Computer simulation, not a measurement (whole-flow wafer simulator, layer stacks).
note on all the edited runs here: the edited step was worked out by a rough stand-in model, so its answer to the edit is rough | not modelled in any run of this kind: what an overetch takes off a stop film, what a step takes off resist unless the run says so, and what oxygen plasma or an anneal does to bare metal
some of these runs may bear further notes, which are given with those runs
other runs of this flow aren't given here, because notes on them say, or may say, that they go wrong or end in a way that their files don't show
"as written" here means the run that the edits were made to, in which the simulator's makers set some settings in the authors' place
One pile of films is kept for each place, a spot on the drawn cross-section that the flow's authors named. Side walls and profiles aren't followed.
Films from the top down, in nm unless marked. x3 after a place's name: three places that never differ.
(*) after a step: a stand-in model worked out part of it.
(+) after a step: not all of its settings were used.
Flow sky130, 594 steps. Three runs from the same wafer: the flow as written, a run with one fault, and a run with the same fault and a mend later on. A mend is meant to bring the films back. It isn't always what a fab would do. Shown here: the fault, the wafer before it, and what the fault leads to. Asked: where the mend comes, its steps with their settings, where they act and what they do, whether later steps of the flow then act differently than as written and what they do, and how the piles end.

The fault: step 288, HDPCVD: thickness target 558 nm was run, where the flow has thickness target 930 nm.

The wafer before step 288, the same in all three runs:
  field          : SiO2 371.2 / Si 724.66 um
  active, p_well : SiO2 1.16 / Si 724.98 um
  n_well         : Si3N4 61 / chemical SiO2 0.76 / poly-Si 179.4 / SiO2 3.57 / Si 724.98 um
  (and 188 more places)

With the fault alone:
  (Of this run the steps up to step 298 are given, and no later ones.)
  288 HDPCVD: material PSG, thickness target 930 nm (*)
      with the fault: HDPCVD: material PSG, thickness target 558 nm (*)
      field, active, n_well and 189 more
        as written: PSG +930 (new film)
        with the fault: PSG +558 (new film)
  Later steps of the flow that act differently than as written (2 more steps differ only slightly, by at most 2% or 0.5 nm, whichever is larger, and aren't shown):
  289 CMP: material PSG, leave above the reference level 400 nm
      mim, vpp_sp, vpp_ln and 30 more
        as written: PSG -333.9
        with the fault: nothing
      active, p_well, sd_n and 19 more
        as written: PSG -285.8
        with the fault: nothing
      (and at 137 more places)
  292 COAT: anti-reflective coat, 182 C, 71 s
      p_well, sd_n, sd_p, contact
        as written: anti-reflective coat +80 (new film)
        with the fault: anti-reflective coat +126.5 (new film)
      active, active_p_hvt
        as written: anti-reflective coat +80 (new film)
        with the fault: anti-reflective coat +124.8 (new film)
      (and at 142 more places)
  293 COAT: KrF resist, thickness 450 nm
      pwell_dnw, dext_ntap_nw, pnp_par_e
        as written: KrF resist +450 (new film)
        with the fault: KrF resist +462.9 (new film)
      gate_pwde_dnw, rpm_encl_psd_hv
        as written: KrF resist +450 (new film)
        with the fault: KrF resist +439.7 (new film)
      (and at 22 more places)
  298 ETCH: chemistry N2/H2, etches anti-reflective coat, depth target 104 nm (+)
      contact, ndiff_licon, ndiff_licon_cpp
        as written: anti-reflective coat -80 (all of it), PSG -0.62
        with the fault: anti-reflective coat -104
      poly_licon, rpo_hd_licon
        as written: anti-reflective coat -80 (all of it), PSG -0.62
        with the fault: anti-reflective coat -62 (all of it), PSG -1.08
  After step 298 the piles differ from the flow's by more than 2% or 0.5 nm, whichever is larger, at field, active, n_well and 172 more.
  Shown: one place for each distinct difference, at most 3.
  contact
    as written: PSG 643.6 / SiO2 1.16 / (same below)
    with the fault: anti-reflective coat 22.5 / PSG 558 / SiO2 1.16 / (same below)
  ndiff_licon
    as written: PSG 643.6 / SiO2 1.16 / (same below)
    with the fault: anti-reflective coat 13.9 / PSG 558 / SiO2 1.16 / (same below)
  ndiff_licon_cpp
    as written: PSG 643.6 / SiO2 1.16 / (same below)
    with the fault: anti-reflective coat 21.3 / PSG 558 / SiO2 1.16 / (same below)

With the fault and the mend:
  The mend comes after step 288.
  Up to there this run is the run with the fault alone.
  288a HDPCVD: material PSG, thickness target 372 nm (*) (the flow's step 288 once more, with other settings)
      field, active, n_well and 189 more
        PSG +372
  No later step of the flow acts differently than as written, at any place that is followed, by more than 2% or 0.5 nm, whichever is larger.
  At the end the piles differ from the flow's only slightly at the places that both follow, by at most 2% or 0.5 nm, whichever is larger.
